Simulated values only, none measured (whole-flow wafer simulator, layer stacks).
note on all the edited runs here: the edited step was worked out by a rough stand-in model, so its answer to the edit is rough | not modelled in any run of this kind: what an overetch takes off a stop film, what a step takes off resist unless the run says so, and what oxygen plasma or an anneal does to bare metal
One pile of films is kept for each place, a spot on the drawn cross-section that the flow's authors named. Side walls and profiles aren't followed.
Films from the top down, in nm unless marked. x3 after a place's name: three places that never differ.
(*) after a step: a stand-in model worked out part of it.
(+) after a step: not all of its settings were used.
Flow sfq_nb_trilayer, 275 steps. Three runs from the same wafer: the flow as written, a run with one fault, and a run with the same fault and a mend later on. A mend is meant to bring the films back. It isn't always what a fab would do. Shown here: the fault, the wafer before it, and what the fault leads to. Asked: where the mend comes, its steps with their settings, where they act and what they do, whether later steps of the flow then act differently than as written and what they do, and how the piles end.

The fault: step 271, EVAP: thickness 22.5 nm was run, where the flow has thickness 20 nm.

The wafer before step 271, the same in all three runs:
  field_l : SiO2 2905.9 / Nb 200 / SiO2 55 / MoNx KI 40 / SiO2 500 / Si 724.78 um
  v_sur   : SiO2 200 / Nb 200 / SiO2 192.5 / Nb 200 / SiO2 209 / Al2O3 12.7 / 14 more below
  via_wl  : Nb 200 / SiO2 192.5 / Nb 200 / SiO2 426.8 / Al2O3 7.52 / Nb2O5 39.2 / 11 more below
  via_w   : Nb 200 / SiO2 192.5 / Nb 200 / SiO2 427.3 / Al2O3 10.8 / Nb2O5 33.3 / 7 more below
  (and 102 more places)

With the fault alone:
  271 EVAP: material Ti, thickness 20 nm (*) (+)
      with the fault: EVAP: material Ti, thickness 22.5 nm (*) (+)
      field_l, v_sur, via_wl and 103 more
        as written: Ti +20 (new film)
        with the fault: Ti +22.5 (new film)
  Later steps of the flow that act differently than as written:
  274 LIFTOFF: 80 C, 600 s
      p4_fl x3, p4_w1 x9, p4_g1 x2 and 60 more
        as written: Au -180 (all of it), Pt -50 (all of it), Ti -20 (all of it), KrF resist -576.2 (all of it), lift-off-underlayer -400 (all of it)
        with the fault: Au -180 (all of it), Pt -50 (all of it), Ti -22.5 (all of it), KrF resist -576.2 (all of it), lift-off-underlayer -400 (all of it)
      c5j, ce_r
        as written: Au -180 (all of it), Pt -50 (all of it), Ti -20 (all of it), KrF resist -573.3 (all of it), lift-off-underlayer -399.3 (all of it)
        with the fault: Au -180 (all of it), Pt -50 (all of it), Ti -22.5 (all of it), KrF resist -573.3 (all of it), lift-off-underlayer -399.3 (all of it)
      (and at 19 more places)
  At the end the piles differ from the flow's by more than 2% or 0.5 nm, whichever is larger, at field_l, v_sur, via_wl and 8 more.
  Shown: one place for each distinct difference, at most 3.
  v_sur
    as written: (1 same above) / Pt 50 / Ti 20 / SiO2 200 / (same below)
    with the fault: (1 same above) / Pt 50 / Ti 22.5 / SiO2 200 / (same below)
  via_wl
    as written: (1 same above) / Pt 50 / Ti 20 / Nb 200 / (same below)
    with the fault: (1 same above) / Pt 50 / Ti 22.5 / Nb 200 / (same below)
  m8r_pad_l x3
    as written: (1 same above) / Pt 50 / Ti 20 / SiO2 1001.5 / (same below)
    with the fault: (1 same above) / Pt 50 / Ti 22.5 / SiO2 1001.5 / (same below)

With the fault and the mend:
  The mend comes after step 271.
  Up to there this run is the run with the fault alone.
  271a METAL ETCH: etches Ti, MoNx, depth 2.5 nm (the flow's step 190 once more, with other settings)
      field_l, v_sur, via_wl and 103 more
        Ti -2.5
  No later step of the flow acts differently than as written at any place that is followed.
  At the end the piles are the same as the flow's at every place that both follow.
